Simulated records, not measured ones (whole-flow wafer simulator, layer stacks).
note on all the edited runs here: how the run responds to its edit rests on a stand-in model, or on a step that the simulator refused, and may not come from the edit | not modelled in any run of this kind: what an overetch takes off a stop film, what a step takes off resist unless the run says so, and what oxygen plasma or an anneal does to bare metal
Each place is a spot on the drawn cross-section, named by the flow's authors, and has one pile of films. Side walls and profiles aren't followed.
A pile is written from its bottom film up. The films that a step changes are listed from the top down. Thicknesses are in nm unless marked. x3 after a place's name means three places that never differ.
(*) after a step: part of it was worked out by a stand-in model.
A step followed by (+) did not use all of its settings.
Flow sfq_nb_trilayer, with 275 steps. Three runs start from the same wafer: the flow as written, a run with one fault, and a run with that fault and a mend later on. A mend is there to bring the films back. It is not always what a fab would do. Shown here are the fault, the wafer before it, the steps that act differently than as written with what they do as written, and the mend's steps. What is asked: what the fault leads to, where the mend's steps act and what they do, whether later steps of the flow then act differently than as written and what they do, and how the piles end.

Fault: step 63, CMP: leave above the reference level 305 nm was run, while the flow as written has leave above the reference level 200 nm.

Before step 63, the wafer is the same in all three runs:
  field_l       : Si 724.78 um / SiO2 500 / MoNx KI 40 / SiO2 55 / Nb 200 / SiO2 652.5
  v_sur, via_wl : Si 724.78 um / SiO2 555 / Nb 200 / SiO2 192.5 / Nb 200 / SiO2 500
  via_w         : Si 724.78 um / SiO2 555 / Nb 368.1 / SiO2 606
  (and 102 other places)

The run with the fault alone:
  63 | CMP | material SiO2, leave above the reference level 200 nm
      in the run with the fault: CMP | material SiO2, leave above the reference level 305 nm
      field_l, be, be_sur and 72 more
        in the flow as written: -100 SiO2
        in the run with the fault: nothing
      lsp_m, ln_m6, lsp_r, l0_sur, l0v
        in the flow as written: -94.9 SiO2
        in the run with the fault: nothing
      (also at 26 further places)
  Steps further on in the flow that do not act as written (not shown: 6 more steps that differ only slightly, by at most 2% or 0.5 nm, whichever is larger):
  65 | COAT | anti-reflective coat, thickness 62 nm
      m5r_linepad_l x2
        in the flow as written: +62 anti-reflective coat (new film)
        in the run with the fault: +64 anti-reflective coat (new film)
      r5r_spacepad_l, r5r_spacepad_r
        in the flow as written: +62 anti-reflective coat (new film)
        in the run with the fault: +64.1 anti-reflective coat (new film)
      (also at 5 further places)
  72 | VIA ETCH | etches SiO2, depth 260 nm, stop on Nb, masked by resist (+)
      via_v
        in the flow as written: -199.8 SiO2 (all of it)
        in the run with the fault: -260 SiO2
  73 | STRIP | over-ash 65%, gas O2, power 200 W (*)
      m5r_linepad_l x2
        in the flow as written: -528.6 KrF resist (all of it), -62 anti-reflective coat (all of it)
        in the run with the fault: -528 KrF resist (all of it), -64 anti-reflective coat (all of it)
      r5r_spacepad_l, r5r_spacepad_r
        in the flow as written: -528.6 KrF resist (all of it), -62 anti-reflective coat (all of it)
        in the run with the fault: -528.3 KrF resist (all of it), -64.1 anti-reflective coat (all of it)
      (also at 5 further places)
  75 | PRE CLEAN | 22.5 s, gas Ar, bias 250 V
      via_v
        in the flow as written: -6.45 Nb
        in the run with the fault: -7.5 SiO2
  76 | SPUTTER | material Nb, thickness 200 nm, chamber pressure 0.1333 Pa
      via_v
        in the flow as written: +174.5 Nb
        in the run with the fault: +163.1 Nb (new film)
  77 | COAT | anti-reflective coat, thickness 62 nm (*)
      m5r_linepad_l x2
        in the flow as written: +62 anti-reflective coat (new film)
        in the run with the fault: +63.8 anti-reflective coat (new film)
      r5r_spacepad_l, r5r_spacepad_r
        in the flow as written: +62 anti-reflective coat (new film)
        in the run with the fault: +63.9 anti-reflective coat (new film)
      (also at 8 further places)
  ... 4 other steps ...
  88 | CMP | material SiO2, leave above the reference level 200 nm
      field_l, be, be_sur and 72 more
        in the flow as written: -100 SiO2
        in the run with the fault: -95 SiO2
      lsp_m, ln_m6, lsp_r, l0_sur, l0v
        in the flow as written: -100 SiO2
        in the run with the fault: -89.9 SiO2
  By the end, the piles at field_l, v_sur, via_wl and 103 more depart from the flow's by more than 2% or 0.5 nm, whichever is larger.
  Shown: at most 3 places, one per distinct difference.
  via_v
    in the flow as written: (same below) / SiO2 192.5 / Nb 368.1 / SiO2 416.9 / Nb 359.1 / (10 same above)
    in the run with the fault: (same below) / SiO2 192.5 / Nb 200 / SiO2 37.3 / Nb 163.1 / SiO2 489.6 / Nb 359.1 / (10 same above)
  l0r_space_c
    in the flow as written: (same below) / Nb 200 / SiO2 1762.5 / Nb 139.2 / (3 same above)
    in the run with the fault: (same below) / Nb 200 / SiO2 1867.5 / Nb 139.2 / (3 same above)
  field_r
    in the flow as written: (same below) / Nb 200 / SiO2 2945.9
    in the run with the fault: (same below) / Nb 200 / SiO2 3050.9

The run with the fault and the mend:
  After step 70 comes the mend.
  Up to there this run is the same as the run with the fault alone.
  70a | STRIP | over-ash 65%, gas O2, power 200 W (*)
      ce_r, sp_r, be_r and 10 more
        -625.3 KrF resist (all of it), -62 anti-reflective coat (all of it)
      wl_a_sl, wl_a_m6, wl_a_sr, wl_d_sl, wl_d_m1, wl_d_sr
        -624.7 KrF resist (all of it), -61.9 anti-reflective coat (all of it)
      wl_b_sl, wl_b_m5, wl_b_sr, wl_c_sl, wl_c_m6, wl_c_sr
        -624.8 KrF resist (all of it), -61.9 anti-reflective coat (all of it)
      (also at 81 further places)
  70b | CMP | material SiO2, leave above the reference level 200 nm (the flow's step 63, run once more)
      field_l, be, be_sur and 72 more
        -100 SiO2
      v_sur, via_wl, via_w and 23 more
        -105 SiO2
      lsp_m, ln_m6, lsp_r, l0_sur, l0v
        -94.9 SiO2
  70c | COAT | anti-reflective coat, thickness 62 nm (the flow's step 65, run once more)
      field_l, v_sur, via_wl and 103 more
        +62 anti-reflective coat (new film)
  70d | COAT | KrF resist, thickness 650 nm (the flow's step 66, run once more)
      field_l, v_sur, via_wl and 103 more
        +650 KrF resist (new film)
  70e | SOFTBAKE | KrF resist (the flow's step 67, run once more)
      alters no film at any place that is followed
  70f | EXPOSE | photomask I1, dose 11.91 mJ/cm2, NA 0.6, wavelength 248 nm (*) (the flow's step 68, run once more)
      alters no film at any place that is followed
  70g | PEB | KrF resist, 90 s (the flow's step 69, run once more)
      field_l, v_sur, via_wl and 103 more
        -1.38 KrF resist
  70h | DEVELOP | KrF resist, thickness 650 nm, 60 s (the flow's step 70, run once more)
      field_l, v_sur, via_wl and 102 more
        -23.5 KrF resist
      via_v
        -648.6 KrF resist (all of it)
  Every later step of the flow that is run acts as written at every place that is followed.
  The piles end the same as the flow's at every place that both follow.
